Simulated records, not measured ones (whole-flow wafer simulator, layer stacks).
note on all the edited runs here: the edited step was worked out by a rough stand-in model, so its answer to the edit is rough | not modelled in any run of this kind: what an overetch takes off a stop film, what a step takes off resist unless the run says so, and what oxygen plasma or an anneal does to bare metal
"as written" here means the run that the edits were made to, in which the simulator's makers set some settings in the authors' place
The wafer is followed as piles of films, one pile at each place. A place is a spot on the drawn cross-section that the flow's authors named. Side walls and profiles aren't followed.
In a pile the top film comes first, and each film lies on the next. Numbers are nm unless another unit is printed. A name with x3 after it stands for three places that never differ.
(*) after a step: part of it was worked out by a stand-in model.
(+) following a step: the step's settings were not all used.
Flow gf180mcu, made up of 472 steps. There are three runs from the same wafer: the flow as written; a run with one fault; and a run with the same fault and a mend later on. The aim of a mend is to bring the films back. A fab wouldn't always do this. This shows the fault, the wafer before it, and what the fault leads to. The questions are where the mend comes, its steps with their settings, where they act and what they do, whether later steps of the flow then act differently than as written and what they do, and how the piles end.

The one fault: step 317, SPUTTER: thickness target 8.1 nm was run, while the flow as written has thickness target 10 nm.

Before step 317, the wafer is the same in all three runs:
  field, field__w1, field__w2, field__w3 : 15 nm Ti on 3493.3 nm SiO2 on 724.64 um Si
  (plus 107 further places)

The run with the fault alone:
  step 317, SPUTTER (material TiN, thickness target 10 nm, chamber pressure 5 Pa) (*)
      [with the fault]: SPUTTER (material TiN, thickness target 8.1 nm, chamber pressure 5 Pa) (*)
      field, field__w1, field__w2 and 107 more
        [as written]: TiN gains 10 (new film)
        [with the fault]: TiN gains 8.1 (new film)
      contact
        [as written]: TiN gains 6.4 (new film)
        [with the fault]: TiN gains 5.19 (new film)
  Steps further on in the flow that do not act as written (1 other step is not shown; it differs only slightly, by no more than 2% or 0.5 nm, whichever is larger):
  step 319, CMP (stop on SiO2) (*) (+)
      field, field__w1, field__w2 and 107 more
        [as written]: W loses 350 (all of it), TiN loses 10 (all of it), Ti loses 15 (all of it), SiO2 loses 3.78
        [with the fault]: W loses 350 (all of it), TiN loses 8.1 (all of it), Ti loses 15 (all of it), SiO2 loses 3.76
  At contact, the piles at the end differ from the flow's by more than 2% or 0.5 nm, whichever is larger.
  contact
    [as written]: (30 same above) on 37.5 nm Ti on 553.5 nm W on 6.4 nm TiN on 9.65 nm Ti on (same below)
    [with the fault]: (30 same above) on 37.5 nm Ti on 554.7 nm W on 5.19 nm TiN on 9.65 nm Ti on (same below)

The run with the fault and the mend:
  After step 317 comes the mend.
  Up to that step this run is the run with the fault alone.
  step 317a, SPUTTER (material TiN, thickness target 1.9 nm, chamber pressure 5 Pa) (*) (the flow's step 317 again, with other settings)
      field, field__w1, field__w2 and 107 more
        TiN gains 1.9
      contact
        TiN gains 1.21
  None of the later steps of the flow acts differently than as written at any place that is followed.
  At every place that both follow, the piles at the end match the flow's.
